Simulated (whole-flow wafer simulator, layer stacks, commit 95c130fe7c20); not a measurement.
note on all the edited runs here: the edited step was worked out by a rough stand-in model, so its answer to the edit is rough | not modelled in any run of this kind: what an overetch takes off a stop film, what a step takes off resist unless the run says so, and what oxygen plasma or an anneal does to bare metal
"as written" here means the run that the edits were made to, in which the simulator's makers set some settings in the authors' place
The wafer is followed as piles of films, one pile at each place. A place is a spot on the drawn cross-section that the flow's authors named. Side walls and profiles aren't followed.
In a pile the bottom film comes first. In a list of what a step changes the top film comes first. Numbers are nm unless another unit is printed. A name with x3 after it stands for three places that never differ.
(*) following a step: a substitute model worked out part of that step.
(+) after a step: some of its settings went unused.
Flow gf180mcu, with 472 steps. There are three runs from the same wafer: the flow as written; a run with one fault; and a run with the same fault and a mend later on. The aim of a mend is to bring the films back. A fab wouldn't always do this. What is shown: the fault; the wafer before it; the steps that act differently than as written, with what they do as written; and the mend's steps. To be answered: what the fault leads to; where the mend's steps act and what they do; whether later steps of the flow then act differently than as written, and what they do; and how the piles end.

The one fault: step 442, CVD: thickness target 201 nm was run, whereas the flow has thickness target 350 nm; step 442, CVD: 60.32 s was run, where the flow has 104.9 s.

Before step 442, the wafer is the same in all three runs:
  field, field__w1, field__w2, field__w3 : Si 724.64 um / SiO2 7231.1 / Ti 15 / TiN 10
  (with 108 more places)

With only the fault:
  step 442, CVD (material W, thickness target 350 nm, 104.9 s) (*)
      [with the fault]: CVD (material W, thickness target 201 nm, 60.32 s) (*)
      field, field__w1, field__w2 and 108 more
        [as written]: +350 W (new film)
        [with the fault]: +202.5 W (new film)
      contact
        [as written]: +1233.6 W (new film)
        [with the fault]: +1086.1 W (new film)
  Steps further on in the flow that do not act as written:
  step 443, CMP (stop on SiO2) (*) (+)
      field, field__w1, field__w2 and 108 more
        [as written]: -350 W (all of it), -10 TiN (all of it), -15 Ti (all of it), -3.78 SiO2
        [with the fault]: -202.5 W (all of it), -10 TiN (all of it), -15 Ti (all of it), -2.3 SiO2
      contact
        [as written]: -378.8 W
        [with the fault]: -229.8 W
  The piles end only slightly different from the flow's at the places that both follow, by no more than 2% or 0.5 nm, whichever is larger.

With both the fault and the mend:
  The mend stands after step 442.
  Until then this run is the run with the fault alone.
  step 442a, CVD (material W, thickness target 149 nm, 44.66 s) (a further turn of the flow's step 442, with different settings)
      field, field__w1, field__w2 and 109 more
        +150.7 W
  None of the later steps of the flow differs from how it acts as written, at any place that is followed, by more than 2% or 0.5 nm, whichever is larger.
  The piles end only slightly different from the flow's at the places that both follow, by no more than 2% or 0.5 nm, whichever is larger.
